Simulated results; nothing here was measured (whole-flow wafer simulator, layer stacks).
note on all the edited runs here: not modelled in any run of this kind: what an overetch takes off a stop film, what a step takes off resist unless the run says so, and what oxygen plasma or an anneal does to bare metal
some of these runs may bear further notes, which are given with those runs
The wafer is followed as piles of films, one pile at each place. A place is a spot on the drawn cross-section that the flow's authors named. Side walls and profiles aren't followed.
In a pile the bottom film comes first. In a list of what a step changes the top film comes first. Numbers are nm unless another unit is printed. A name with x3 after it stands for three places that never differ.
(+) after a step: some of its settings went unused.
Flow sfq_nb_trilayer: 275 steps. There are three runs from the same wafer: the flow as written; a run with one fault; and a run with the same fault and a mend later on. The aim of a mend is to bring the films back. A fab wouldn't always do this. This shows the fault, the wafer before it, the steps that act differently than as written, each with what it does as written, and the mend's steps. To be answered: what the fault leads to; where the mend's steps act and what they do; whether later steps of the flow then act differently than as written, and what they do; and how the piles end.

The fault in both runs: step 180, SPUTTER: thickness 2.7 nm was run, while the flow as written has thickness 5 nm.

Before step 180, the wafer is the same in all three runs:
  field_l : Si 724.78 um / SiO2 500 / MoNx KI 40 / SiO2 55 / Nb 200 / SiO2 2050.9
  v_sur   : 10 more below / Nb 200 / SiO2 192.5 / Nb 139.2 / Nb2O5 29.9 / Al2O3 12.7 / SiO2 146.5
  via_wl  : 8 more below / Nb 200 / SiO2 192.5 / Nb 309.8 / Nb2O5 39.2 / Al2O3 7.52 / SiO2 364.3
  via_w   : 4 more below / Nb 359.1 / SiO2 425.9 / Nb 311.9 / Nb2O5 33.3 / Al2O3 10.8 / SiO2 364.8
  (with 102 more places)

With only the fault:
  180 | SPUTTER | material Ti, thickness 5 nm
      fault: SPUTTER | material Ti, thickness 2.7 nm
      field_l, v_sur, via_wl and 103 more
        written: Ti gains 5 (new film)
        fault: Ti gains 2.7 (new film)
  Later steps of the flow acting differently than as written (20 more steps, not shown, differ only slightly: by at most 2% or 0.5 nm, whichever is larger):
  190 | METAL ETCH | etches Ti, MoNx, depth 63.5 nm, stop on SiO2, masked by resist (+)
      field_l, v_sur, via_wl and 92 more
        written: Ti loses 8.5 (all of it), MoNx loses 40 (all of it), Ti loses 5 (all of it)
        fault: Ti loses 8.5 (all of it), MoNx loses 40 (all of it), Ti loses 2.7 (all of it)
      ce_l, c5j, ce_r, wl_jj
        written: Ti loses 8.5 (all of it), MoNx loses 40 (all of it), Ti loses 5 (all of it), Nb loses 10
        fault: Ti loses 8.5 (all of it), MoNx loses 40 (all of it), Ti loses 2.7 (all of it), Nb loses 12.3
  The piles end different from the flow's at be_r, r_sur, res, r_end, r5r_line_l, r5r_line_c, r5r_line_r by more than 2% or 0.5 nm, whichever is larger.
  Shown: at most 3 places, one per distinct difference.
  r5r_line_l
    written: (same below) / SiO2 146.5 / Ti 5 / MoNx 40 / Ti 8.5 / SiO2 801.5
    fault: (same below) / SiO2 146.5 / Ti 2.7 / MoNx 40 / Ti 8.5 / SiO2 803.8
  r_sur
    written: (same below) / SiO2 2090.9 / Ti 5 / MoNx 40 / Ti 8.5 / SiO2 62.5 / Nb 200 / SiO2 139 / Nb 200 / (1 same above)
    fault: (same below) / SiO2 2090.9 / Ti 2.7 / MoNx 40 / Ti 8.5 / SiO2 62.5 / Nb 200 / SiO2 141.3 / Nb 200 / (1 same above)
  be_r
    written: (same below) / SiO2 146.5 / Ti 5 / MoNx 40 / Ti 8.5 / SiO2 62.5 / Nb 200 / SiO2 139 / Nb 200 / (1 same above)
    fault: (same below) / SiO2 146.5 / Ti 2.7 / MoNx 40 / Ti 8.5 / SiO2 62.5 / Nb 200 / SiO2 141.3 / Nb 200 / (1 same above)

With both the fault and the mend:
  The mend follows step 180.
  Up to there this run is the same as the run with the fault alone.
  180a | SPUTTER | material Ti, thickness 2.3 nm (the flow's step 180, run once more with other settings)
      field_l, v_sur, via_wl and 103 more
        Ti gains 2.3
  Later steps of the flow that are run all act as written at every place that is followed.
  The piles end the same as the flow's at every place that both follow.
